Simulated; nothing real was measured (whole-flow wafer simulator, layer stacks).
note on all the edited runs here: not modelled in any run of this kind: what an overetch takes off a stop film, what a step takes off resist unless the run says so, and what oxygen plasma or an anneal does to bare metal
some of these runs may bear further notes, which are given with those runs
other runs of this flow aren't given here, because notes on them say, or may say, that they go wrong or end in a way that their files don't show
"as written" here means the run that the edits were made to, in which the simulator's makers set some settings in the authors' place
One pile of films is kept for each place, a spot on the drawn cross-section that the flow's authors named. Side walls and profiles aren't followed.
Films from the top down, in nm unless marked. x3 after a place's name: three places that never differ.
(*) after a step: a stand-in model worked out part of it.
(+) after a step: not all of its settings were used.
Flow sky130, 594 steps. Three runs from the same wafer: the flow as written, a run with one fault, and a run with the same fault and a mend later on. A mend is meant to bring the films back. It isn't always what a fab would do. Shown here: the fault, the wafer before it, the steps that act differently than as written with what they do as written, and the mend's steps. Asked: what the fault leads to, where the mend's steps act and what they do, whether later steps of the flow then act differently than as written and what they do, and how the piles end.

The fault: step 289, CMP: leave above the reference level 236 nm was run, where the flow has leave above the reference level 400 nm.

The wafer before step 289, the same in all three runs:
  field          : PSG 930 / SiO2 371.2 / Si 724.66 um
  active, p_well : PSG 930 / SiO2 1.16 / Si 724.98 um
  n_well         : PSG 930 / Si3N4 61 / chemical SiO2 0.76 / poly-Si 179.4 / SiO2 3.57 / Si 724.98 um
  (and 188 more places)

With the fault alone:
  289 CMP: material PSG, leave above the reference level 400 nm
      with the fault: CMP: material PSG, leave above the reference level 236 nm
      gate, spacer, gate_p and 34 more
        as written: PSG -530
        with the fault: PSG -694
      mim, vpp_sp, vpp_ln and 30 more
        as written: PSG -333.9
        with the fault: PSG -497.9
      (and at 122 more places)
  Later steps of the flow that act differently than as written:
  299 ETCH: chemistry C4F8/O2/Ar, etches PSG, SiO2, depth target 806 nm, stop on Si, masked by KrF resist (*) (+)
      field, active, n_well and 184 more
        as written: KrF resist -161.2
        with the fault: KrF resist -144.2
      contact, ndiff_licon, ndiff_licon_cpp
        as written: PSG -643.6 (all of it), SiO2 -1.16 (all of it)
        with the fault: PSG -479.6 (all of it), SiO2 -1.16 (all of it)
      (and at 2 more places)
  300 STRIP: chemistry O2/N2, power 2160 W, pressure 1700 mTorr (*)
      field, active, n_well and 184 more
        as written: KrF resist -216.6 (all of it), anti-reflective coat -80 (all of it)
        with the fault: KrF resist -233.6 (all of it), anti-reflective coat -80 (all of it)
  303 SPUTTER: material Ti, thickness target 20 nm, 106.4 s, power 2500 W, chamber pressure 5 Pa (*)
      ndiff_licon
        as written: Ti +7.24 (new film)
        with the fault: Ti +9.39 (new film)
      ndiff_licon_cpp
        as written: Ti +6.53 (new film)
        with the fault: Ti +8.45 (new film)
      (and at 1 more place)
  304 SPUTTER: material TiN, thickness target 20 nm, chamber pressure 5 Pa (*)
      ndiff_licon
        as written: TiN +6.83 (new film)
        with the fault: TiN +8.96 (new film)
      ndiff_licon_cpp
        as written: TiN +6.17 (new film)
        with the fault: TiN +8.08 (new film)
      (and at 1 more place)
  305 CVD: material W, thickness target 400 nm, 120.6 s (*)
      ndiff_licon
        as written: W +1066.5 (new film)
        with the fault: W +898.3 (new film)
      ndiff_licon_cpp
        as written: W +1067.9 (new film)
        with the fault: W +900.1 (new film)
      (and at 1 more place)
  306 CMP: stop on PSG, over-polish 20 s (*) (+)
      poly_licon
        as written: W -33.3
        with the fault: W -197.3
  At the end the piles differ from the flow's by more than 2% or 0.5 nm, whichever is larger, at field, active, n_well and 190 more.
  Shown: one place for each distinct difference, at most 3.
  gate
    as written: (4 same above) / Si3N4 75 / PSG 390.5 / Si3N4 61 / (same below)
    with the fault: (4 same above) / Si3N4 75 / PSG 226.5 / Si3N4 61 / (same below)
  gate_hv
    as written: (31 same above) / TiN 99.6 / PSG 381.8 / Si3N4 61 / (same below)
    with the fault: (31 same above) / TiN 99.6 / PSG 217.8 / Si3N4 61 / (same below)
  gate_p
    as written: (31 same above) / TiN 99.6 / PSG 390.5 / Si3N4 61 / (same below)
    with the fault: (31 same above) / TiN 99.6 / PSG 226.5 / Si3N4 61 / (same below)

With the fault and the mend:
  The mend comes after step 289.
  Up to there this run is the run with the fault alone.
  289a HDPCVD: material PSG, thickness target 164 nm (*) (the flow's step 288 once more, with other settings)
      field, active, n_well and 189 more
        PSG +164
  No later step of the flow acts differently than as written, at any place that is followed, by more than 2% or 0.5 nm, whichever is larger.
  At the end the piles differ from the flow's only slightly at the places that both follow, by at most 2% or 0.5 nm, whichever is larger.
